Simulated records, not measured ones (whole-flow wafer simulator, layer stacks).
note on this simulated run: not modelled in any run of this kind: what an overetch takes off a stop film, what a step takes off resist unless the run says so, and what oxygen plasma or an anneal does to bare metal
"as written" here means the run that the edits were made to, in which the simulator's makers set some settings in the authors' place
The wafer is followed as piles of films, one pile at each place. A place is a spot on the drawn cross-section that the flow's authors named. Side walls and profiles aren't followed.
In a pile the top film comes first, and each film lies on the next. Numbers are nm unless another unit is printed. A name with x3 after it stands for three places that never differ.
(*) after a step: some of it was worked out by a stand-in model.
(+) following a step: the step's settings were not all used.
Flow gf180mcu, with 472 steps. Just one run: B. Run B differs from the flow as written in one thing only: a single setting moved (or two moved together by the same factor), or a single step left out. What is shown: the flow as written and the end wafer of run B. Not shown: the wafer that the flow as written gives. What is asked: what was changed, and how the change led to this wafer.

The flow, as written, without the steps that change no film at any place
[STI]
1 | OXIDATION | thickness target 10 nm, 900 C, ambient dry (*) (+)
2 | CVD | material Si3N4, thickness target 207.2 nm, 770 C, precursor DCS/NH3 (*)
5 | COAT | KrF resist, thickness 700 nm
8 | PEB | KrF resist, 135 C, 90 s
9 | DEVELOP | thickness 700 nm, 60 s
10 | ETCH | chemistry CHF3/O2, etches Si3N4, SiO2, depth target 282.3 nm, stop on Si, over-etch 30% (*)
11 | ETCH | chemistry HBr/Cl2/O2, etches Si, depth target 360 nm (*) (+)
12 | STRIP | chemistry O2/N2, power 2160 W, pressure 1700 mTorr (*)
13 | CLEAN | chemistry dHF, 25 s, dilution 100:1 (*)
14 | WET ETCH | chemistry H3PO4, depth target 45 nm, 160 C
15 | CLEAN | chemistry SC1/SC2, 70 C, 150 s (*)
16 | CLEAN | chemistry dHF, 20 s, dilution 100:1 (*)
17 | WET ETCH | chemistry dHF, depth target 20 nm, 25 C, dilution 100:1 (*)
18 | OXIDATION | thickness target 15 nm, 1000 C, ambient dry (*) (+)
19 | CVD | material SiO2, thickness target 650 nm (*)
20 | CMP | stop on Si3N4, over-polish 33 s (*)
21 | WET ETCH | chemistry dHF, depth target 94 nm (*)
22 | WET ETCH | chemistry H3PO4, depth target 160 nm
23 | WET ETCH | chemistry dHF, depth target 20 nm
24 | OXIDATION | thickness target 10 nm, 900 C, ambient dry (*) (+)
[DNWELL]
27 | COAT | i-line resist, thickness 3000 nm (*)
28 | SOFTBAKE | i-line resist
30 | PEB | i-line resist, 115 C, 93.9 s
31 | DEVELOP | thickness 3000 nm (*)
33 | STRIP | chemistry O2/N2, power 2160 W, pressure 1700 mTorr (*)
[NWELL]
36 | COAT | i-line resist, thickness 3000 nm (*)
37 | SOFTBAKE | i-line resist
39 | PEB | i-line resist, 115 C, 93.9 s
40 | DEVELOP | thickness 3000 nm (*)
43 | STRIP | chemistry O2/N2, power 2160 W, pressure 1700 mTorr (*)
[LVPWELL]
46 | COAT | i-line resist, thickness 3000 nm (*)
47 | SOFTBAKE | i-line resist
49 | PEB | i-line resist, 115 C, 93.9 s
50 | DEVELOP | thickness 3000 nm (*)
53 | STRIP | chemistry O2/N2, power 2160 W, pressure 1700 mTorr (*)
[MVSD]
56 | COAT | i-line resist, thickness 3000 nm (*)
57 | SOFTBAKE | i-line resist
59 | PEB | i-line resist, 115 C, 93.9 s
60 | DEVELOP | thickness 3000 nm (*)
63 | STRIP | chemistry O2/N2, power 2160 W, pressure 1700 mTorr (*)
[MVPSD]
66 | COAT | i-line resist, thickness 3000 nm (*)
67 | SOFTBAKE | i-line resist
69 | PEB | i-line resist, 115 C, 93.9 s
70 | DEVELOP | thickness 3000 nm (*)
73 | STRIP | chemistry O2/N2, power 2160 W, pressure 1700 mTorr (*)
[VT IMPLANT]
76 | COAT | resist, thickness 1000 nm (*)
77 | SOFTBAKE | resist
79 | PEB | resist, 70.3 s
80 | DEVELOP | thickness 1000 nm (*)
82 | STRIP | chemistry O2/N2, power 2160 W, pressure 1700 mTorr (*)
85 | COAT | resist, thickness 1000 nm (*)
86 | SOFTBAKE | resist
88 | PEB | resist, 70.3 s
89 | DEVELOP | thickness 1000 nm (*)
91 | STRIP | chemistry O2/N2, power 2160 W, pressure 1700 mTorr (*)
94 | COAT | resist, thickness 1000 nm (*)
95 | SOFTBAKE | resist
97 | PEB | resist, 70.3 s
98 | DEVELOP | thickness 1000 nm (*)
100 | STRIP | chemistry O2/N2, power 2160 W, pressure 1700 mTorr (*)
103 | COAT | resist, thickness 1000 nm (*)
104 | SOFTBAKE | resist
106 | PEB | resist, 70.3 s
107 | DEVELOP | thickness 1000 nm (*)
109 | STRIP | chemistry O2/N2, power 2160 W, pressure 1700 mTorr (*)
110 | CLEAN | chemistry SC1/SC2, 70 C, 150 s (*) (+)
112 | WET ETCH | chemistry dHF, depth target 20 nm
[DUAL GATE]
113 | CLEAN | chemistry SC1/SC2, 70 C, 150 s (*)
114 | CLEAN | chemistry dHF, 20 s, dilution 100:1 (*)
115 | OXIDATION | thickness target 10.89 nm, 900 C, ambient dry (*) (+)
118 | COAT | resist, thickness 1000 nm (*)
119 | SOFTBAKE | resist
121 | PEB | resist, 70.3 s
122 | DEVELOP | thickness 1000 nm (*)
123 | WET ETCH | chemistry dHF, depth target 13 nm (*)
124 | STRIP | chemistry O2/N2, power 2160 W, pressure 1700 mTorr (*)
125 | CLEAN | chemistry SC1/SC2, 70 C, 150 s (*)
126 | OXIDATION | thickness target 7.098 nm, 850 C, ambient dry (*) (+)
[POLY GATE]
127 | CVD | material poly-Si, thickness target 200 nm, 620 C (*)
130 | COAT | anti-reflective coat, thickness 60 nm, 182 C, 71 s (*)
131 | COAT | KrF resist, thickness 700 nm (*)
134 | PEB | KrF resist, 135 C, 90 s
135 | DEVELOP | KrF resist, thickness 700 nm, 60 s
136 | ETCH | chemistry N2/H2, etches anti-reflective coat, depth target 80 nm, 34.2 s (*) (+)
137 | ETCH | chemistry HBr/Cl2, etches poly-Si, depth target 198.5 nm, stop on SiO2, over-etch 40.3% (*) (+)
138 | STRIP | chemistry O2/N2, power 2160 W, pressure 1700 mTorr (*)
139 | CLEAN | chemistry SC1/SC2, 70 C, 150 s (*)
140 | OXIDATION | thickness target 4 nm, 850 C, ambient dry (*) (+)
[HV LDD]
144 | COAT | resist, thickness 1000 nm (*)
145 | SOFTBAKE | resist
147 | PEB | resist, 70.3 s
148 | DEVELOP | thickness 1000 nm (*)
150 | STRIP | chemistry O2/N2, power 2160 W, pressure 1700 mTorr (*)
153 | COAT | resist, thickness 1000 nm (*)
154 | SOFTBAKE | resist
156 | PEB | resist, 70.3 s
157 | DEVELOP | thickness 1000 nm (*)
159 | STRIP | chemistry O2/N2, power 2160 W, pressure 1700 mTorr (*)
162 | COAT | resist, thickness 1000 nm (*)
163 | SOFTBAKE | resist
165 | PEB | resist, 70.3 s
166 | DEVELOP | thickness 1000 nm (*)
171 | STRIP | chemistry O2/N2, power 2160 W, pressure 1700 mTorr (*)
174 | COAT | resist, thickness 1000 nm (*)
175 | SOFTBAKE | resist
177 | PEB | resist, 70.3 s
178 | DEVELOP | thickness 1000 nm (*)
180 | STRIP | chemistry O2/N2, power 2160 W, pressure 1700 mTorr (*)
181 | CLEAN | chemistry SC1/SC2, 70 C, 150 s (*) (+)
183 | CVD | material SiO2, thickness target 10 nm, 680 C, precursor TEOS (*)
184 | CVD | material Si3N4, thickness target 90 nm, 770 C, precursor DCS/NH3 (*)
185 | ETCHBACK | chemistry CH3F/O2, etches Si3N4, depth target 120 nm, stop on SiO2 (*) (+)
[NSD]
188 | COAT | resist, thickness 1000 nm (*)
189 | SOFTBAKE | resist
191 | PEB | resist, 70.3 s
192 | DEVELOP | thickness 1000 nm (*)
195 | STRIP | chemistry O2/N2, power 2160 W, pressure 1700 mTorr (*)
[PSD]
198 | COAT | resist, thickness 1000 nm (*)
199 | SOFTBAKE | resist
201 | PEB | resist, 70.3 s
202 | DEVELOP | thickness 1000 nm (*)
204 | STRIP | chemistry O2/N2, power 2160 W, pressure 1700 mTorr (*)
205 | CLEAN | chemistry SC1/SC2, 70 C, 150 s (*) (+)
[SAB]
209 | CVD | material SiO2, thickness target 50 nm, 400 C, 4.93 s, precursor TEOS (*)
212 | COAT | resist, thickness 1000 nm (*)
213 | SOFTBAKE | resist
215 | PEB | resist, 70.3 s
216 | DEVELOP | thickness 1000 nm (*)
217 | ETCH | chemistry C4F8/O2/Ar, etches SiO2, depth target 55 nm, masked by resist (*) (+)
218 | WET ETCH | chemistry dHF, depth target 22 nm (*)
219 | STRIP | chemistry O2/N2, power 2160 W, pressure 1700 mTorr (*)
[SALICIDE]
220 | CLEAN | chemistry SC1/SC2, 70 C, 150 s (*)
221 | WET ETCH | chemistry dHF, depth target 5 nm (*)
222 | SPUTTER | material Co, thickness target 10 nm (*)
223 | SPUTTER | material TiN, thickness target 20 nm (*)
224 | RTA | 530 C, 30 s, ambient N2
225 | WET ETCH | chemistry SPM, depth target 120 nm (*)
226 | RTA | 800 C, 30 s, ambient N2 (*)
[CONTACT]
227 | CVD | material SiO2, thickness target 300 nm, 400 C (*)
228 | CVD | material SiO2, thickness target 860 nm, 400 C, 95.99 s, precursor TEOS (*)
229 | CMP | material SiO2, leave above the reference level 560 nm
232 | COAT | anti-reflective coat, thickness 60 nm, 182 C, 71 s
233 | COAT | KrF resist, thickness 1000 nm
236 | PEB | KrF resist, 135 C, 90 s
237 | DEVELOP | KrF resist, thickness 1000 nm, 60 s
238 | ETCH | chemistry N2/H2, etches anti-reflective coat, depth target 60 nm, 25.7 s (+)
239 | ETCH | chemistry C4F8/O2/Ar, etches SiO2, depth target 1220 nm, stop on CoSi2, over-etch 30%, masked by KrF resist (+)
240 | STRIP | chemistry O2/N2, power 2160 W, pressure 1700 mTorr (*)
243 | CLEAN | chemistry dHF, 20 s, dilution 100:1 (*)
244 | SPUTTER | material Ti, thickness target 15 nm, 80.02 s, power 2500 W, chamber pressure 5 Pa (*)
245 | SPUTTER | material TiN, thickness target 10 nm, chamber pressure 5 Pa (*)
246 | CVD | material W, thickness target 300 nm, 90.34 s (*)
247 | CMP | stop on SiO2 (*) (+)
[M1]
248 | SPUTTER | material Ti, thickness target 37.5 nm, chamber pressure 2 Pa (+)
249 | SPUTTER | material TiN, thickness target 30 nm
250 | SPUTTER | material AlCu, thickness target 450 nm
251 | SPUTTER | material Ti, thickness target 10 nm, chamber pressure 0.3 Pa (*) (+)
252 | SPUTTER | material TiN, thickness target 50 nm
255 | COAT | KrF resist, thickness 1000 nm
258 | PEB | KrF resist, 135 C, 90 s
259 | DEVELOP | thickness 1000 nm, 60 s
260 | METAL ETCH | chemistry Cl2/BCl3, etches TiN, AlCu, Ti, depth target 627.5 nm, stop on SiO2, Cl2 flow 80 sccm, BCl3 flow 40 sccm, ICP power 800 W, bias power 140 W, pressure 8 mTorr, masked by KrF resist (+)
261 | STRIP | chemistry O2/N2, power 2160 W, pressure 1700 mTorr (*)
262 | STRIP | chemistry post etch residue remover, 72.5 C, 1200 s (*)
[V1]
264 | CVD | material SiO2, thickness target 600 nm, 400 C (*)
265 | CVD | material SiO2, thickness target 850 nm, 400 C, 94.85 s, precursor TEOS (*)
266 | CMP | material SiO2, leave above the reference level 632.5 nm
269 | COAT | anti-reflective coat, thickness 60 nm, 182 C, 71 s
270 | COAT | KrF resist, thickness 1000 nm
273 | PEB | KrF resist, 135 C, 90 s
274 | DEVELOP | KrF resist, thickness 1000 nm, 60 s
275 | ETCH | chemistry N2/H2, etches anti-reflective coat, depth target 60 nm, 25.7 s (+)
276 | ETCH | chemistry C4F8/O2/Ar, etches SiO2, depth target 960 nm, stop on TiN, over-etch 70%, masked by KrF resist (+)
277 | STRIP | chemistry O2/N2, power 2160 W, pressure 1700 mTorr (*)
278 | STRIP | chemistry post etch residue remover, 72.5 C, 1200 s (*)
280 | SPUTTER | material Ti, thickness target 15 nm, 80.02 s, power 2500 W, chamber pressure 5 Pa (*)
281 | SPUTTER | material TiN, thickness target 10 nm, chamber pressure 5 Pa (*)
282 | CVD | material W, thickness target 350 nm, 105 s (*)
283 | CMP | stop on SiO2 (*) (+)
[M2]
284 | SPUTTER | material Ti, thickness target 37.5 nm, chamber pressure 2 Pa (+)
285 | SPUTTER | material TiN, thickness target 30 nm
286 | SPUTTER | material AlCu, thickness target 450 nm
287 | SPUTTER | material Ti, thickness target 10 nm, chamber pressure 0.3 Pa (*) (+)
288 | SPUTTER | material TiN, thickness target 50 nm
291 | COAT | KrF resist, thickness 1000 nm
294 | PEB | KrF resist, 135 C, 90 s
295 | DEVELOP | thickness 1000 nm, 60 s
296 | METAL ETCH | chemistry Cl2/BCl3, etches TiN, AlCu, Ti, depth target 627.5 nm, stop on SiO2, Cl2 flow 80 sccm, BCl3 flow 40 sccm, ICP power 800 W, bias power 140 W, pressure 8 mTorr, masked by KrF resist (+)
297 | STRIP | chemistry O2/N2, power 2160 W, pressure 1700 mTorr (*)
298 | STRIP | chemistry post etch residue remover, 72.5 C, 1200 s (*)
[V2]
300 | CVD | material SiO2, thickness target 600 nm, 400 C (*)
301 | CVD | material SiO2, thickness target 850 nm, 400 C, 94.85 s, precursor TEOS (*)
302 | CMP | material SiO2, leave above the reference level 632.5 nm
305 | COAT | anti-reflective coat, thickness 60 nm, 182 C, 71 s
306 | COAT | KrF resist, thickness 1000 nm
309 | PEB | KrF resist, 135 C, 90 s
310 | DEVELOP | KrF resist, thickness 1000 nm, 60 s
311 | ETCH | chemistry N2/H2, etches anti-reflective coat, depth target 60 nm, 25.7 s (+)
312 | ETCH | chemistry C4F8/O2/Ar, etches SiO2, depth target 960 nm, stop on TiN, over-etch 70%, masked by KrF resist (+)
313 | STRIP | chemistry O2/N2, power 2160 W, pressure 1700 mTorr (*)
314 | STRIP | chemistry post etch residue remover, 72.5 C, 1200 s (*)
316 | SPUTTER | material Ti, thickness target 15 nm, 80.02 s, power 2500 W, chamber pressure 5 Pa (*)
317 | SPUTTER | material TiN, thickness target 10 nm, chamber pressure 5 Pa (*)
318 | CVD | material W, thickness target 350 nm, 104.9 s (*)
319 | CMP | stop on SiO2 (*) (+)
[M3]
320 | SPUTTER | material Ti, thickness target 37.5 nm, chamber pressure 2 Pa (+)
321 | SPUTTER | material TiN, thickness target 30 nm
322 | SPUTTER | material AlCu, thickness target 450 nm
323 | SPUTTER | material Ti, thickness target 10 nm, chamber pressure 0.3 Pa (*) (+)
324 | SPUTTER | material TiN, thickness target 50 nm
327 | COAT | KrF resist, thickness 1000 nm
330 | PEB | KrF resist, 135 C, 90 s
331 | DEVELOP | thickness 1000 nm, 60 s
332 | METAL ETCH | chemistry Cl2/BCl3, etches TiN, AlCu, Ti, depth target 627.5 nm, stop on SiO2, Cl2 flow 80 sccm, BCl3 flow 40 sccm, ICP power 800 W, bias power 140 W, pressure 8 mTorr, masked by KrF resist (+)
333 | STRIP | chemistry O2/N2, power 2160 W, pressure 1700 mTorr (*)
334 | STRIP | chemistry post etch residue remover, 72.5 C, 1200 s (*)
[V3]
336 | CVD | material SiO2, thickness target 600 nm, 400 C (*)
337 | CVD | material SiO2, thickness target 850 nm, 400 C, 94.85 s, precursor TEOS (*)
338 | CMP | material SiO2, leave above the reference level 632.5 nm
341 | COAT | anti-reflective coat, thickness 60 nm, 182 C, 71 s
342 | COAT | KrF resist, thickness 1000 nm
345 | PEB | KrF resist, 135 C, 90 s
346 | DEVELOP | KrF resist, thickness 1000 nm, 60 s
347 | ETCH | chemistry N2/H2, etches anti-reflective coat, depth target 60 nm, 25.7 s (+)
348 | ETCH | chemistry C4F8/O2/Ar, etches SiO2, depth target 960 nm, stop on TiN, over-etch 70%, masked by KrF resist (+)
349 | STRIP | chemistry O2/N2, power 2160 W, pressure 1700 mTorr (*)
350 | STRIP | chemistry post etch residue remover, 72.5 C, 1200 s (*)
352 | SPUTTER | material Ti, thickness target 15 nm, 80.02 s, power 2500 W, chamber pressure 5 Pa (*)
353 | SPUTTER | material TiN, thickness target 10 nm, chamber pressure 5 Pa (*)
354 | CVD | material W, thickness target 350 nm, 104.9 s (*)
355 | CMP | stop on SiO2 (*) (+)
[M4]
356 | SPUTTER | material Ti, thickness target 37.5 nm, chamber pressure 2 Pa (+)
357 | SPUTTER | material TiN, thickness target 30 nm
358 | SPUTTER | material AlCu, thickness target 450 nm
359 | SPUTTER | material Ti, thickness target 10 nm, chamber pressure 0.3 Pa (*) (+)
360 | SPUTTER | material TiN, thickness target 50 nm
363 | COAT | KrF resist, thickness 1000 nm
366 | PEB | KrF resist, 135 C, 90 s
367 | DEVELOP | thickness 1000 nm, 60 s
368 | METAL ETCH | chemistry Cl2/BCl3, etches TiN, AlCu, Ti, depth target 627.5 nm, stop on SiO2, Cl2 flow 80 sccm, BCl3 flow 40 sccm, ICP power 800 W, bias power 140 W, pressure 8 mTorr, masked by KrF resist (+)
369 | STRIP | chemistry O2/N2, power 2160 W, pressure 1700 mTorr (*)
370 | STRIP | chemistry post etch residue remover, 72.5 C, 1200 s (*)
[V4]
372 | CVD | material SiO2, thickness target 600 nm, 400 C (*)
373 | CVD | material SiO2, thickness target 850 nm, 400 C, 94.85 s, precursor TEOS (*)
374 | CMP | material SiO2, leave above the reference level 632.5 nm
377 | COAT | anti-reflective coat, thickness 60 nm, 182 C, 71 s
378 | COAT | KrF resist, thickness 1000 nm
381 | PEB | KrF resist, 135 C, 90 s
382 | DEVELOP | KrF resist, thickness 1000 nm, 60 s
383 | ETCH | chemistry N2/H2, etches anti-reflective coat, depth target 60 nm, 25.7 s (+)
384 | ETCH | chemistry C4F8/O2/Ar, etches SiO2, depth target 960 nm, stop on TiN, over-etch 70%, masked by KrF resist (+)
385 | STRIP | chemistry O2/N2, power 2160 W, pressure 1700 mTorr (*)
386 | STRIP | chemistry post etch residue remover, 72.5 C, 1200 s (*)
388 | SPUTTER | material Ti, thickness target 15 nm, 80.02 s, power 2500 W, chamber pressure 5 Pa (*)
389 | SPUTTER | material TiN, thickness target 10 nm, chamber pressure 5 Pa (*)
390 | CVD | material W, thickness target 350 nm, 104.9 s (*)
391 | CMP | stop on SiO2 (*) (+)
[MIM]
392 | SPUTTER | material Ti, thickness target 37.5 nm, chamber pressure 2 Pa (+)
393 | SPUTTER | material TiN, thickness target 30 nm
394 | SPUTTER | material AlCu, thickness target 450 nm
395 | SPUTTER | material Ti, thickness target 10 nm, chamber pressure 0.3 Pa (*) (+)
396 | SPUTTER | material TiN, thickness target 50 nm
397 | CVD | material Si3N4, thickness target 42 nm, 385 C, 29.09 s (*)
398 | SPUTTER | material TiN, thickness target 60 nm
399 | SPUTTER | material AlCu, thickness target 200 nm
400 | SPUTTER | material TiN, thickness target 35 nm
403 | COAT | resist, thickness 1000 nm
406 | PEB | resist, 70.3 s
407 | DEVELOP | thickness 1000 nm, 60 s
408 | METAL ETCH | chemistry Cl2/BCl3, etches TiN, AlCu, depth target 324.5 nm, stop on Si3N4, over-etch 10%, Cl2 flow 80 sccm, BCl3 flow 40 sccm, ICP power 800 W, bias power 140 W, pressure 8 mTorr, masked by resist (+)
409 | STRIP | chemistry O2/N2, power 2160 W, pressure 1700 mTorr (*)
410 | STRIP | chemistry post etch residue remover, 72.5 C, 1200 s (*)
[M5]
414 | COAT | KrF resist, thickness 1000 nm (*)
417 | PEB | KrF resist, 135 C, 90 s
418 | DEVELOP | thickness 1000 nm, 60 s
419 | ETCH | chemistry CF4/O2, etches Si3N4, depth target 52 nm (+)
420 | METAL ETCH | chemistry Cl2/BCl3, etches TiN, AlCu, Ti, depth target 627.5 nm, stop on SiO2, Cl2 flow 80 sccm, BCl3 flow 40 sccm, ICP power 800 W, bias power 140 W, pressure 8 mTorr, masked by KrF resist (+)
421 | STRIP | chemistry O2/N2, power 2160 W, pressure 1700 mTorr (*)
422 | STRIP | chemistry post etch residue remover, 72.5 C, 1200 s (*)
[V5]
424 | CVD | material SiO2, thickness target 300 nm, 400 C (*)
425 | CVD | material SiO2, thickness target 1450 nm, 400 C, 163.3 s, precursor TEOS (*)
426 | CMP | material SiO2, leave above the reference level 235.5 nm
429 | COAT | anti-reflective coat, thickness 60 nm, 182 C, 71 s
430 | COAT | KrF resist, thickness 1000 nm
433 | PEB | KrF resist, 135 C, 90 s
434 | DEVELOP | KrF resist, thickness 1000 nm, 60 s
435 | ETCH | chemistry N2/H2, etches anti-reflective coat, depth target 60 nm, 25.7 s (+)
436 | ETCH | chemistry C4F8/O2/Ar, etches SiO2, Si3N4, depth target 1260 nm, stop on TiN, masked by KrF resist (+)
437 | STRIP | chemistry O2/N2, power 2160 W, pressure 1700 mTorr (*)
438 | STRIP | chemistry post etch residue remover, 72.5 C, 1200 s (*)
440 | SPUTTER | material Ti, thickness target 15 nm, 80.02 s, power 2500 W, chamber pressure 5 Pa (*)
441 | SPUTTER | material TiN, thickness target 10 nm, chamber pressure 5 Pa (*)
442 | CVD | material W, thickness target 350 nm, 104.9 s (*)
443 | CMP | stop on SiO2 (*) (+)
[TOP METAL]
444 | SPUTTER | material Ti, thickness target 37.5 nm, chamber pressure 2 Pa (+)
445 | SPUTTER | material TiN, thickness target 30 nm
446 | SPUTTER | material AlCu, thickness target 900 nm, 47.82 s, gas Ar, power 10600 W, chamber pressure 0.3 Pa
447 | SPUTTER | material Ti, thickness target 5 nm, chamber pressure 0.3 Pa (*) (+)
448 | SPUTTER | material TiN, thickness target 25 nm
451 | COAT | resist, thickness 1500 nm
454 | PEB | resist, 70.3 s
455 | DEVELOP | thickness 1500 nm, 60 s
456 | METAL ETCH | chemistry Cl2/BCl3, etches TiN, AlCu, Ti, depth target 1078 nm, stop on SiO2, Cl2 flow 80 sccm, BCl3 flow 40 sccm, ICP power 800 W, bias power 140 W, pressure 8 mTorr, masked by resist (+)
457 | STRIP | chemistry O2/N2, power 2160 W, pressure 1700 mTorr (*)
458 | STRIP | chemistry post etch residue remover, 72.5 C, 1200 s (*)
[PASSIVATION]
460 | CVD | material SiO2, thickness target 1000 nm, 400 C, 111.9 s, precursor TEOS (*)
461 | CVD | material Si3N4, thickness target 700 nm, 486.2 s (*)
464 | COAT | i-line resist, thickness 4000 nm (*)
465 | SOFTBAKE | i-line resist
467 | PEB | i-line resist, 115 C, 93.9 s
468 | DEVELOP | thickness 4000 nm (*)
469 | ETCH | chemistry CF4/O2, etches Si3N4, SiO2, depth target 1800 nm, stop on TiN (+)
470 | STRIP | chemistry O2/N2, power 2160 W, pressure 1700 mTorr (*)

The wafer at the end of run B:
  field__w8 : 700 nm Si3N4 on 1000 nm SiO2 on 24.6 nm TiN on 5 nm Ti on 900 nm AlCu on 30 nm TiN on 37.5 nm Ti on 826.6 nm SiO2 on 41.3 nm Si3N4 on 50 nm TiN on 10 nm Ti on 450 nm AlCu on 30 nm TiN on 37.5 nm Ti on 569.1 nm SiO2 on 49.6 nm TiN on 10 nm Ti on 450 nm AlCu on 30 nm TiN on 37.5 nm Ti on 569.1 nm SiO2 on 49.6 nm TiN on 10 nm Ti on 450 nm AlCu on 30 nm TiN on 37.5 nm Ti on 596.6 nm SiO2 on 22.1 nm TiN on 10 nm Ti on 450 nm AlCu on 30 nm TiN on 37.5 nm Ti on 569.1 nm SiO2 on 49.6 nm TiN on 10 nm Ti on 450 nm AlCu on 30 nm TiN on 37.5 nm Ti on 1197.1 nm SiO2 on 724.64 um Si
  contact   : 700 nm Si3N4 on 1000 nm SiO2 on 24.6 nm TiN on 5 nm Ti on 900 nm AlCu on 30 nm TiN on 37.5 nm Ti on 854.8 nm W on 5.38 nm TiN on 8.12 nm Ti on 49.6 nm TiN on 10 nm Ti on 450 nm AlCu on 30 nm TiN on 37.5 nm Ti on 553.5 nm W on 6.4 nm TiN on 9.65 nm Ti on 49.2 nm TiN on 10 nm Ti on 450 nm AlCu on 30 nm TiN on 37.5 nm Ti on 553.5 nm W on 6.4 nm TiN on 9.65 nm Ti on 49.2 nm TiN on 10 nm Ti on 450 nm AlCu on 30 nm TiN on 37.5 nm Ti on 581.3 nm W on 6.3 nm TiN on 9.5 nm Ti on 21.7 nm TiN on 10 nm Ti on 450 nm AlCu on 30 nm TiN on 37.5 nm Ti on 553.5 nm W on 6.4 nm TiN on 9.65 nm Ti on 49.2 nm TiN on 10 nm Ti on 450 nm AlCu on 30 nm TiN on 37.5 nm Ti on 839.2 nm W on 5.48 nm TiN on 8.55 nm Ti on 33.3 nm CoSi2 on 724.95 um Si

The reason: step 288, SPUTTER: thickness target 22.5 nm was run, though the flow has thickness target 50 nm.

Step by step, how the change led to this:
  288 | SPUTTER | material TiN, thickness target 50 nm
      field, field__w1, field__w2 and 108 more: TiN gains 22.5 (new film) (in the flow as written it would be: TiN gains 50 (new film))
  296 | METAL ETCH | chemistry Cl2/BCl3, etches TiN, AlCu, Ti, depth target 627.5 nm, stop on SiO2, Cl2 flow 80 sccm, BCl3 flow 40 sccm, ICP power 800 W, bias power 140 W, pressure 8 mTorr, masked by KrF resist (+)
      field, field__w1, field__w2 and 103 more: TiN loses 22.5 (all of it), Ti loses 10 (all of it), AlCu loses 450 (all of it), TiN loses 30 (all of it), Ti loses 37.5 (all of it) (in the flow as written it would be: TiN loses 50 (all of it), Ti loses 10 (all of it), AlCu loses 450 (all of it), TiN loses 30 (all of it), Ti loses 37.5 (all of it))
  302 | CMP | material SiO2, leave above the reference level 632.5 nm
      field__w8, contact, m1, m1__w1, m1_nw: SiO2 loses 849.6 (in the flow as written it would be: SiO2 loses 877.1)
  312 | ETCH | chemistry C4F8/O2/Ar, etches SiO2, depth target 960 nm, stop on TiN, over-etch 70%, masked by KrF resist (+)
      contact: SiO2 loses 600 (all of it) (in the flow as written it would be: SiO2 loses 572.5 (all of it))
  318 | CVD | material W, thickness target 350 nm, 104.9 s (*)
      contact: W gains 960 (new film) (in the flow as written it would be: W gains 932.3 (new film))
